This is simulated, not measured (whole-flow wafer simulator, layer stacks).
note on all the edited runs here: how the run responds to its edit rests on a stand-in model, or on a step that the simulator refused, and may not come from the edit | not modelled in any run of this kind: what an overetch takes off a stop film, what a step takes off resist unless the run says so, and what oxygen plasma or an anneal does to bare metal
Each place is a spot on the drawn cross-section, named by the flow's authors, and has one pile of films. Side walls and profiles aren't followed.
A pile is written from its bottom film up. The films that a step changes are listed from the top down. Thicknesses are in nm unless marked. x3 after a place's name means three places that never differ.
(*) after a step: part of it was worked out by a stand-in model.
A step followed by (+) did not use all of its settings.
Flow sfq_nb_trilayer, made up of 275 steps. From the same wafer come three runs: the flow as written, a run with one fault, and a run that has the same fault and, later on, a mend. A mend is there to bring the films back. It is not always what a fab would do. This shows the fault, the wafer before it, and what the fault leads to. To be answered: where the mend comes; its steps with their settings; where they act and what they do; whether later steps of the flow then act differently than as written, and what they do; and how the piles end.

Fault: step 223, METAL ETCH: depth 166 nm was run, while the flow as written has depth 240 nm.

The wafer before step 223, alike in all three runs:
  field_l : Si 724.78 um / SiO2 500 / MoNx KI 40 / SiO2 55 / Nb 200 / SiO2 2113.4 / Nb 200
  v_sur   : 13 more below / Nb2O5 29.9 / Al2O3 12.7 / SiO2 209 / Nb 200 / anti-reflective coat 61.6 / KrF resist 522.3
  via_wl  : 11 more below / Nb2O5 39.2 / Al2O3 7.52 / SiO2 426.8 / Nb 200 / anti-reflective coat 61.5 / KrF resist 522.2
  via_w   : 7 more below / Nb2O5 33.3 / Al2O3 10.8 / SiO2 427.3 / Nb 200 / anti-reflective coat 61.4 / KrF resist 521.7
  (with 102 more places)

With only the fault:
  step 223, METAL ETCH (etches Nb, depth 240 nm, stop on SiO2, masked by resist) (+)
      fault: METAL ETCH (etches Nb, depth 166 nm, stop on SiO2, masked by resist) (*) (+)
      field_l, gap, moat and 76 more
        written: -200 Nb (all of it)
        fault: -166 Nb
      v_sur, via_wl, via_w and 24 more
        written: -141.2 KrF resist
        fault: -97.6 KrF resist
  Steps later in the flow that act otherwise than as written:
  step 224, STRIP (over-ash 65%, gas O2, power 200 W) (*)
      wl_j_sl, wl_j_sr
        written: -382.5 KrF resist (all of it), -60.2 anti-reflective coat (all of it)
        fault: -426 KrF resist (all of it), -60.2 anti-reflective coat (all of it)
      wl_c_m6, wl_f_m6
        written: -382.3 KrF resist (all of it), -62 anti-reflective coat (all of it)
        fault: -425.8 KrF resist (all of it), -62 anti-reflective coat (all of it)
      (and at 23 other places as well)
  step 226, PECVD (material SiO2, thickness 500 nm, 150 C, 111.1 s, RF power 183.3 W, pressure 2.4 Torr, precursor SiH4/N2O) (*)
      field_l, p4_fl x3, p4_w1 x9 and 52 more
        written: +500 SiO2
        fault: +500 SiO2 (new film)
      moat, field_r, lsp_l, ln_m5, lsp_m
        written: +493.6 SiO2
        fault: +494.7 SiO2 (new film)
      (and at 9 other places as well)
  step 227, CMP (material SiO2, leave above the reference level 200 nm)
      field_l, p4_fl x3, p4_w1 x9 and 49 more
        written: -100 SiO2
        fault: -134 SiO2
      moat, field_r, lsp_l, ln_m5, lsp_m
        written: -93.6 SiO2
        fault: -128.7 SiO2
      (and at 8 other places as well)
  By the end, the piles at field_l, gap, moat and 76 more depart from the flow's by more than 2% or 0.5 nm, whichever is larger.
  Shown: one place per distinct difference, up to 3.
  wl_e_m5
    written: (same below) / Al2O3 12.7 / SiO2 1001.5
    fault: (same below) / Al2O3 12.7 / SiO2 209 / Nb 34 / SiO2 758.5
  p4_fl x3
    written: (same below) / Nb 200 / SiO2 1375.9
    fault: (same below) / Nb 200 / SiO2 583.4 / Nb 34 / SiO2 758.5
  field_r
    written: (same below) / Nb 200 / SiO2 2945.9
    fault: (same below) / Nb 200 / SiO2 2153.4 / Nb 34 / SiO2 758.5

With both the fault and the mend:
  The mend stands after step 223.
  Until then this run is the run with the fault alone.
  step 223a, METAL ETCH (etches Nb, depth 74 nm, stop on SiO2, masked by resist) (+) (the flow's step 223, run once more with other settings)
      field_l, gap, moat and 76 more
        -34 Nb (all of it)
      v_sur, via_wl, via_w and 24 more
        -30 KrF resist
  Steps later in the flow that act otherwise than as written:
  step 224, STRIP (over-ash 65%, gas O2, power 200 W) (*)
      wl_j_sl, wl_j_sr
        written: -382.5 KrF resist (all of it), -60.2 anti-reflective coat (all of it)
        mend: -396 KrF resist (all of it), -60.2 anti-reflective coat (all of it)
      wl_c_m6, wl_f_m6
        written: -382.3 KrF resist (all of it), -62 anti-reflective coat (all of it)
        mend: -395.8 KrF resist (all of it), -62 anti-reflective coat (all of it)
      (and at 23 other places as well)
  The piles end the same as the flow's at every place that both follow.
